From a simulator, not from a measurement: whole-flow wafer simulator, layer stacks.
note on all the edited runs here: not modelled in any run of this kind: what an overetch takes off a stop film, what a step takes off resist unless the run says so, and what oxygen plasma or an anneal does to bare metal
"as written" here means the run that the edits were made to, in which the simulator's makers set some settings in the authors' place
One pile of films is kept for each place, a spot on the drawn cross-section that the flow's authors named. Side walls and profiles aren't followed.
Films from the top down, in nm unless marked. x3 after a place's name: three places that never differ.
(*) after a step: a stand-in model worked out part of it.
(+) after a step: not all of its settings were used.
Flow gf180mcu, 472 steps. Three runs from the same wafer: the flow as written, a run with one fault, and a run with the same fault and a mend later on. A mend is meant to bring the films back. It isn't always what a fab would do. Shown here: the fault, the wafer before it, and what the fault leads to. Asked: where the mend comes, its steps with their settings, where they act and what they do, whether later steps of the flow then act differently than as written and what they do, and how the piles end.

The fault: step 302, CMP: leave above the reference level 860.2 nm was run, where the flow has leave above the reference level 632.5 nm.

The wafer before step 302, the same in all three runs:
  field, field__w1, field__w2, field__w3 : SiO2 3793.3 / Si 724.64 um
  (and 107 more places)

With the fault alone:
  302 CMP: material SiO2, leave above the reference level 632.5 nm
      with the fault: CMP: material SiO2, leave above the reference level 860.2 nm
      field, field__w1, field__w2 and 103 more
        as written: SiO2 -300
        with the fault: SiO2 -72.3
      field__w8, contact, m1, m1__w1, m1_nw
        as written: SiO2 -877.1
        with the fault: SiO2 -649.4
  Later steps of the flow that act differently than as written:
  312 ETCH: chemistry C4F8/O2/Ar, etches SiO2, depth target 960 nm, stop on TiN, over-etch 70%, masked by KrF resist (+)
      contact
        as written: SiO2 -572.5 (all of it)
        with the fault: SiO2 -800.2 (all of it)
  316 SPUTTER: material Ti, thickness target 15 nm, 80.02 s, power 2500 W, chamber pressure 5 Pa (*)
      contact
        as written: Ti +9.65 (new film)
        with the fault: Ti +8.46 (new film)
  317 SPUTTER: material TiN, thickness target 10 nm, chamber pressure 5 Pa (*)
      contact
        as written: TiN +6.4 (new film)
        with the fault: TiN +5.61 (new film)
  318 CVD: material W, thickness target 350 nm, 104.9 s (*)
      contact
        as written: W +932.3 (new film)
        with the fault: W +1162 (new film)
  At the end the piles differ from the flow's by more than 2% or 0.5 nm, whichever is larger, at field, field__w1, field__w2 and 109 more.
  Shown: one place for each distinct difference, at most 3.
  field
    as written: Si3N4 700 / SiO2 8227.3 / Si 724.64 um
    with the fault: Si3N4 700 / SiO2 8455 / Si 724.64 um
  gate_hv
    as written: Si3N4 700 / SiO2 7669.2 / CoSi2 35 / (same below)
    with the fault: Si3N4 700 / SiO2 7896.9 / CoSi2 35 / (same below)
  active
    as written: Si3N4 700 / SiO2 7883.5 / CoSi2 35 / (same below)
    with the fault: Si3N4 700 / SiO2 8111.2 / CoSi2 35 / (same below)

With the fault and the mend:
  The mend comes after step 302.
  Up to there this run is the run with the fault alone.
  302a CMP: material SiO2, leave above the reference level 632.5 nm (the flow's step 302 once more)
      field, field__w1, field__w2 and 108 more
        SiO2 -227.7
  No later step of the flow acts differently than as written at any place that is followed.
  At the end the piles are the same as the flow's at every place that both follow.
